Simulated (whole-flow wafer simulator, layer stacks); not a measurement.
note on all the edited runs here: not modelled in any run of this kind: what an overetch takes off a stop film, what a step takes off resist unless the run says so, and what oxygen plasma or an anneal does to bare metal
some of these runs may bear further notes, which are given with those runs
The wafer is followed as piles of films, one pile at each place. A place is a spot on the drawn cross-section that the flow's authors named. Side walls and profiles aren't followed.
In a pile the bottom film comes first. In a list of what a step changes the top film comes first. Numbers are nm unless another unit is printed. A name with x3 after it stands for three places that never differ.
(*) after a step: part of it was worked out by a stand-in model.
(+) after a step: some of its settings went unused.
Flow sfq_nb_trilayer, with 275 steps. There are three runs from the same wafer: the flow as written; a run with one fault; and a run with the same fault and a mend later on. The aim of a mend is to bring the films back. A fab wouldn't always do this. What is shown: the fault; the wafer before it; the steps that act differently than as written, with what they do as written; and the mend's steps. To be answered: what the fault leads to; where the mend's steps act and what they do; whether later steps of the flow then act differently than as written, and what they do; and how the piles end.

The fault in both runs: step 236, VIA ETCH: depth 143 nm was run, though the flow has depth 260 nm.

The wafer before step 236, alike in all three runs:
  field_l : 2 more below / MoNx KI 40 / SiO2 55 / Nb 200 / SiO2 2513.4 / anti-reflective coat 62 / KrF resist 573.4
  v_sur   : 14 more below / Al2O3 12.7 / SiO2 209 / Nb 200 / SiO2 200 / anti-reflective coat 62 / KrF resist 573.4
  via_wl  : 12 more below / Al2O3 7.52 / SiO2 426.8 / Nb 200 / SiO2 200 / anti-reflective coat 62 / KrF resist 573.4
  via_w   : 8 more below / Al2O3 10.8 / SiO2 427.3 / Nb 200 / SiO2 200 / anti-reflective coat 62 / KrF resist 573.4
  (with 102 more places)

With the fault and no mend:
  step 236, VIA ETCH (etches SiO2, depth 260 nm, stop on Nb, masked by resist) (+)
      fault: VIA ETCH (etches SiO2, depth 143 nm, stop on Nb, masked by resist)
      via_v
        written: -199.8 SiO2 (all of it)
        fault: -143 SiO2
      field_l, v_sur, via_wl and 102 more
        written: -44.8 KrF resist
        fault: -24.7 KrF resist
  Steps later in the flow that act otherwise than as written (3 more steps, not shown, differ only slightly: by at most 2% or 0.5 nm, whichever is larger):
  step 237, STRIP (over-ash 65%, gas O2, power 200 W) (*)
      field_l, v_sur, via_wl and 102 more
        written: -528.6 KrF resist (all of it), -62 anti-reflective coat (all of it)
        fault: -548.8 KrF resist (all of it), -62 anti-reflective coat (all of it)
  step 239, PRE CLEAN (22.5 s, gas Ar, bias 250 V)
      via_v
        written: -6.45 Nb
        fault: -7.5 SiO2
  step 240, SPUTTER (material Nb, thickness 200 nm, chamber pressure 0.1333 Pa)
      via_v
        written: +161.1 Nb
        fault: +174.6 Nb (new film)
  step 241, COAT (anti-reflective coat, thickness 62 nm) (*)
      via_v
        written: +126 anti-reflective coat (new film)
        fault: +112.3 anti-reflective coat (new film)
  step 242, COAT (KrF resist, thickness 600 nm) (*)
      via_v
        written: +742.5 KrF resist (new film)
        fault: +695.9 KrF resist (new film)
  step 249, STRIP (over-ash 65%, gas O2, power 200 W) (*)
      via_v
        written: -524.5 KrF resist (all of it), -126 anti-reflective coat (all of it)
        fault: -478.1 KrF resist (all of it), -112.3 anti-reflective coat (all of it)
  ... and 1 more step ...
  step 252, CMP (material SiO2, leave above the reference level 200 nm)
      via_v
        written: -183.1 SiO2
        fault: -157.1 SiO2
  At via_v, the piles at the end differ from the flow's by more than 2% or 0.5 nm, whichever is larger.
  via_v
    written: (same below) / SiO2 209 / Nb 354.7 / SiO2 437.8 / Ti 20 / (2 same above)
    fault: (same below) / SiO2 209 / Nb 200 / SiO2 49.3 / Nb 174.6 / SiO2 368.5 / Ti 20 / (2 same above)

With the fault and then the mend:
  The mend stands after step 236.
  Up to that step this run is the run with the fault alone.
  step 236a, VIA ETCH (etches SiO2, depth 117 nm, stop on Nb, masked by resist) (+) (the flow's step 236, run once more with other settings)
      field_l, v_sur, via_wl and 102 more
        -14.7 KrF resist
      via_v
        -56.8 SiO2 (all of it)
  Every later step of the flow that is run acts as written, at every place that is followed, to within 2% or 0.5 nm, whichever is larger.
  At every place that both follow, the piles at the end match the flow's.
